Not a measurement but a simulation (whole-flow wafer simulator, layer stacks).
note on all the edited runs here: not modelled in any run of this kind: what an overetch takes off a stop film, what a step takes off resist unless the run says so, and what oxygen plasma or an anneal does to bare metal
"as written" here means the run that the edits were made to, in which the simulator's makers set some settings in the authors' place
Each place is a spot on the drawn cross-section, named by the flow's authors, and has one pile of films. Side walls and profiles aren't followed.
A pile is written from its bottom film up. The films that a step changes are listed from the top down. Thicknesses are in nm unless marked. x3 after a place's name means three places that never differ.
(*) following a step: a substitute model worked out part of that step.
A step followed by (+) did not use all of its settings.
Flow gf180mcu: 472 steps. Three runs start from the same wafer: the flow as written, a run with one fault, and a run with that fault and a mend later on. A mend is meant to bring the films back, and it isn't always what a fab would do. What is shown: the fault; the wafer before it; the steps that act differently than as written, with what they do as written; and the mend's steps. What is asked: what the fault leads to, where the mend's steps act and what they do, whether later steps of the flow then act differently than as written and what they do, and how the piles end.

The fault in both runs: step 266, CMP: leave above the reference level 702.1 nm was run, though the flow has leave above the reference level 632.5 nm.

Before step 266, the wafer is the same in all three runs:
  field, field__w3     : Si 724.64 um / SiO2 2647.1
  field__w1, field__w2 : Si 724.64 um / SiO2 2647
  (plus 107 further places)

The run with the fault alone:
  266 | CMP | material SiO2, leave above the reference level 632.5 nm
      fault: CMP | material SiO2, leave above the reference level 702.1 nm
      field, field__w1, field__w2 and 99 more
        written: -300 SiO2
        fault: -230.4 SiO2
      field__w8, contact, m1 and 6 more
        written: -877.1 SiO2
        fault: -807.5 SiO2
  Steps further on in the flow that do not act as written (not shown: 2 more steps that differ only slightly, by at most 2% or 0.5 nm, whichever is larger):
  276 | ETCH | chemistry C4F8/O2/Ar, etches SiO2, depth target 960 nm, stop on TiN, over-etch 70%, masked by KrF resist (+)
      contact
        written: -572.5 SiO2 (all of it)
        fault: -642.1 SiO2 (all of it)
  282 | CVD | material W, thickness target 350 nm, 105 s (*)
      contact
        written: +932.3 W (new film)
        fault: +1002.5 W (new film)
  At field__w8, contact, m1, m1__w1, m1_nw, the piles at the end differ from the flow's by more than 2% or 0.5 nm, whichever is larger.
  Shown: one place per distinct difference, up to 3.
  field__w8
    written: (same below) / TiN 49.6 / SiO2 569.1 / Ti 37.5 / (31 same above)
    fault: (same below) / TiN 49.6 / SiO2 638.7 / Ti 37.5 / (31 same above)
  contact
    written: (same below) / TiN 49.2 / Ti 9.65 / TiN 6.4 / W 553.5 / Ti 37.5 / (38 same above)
    fault: (same below) / TiN 49.2 / Ti 9.27 / TiN 6.15 / W 623.7 / Ti 37.5 / (38 same above)

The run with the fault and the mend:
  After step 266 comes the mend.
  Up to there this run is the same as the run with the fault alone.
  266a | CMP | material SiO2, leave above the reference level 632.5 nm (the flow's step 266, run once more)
      field, field__w1, field__w2 and 108 more
        -69.6 SiO2
  Later steps of the flow that are run all act as written at every place that is followed.
  By the end, the piles equal the flow's at every place that both follow.
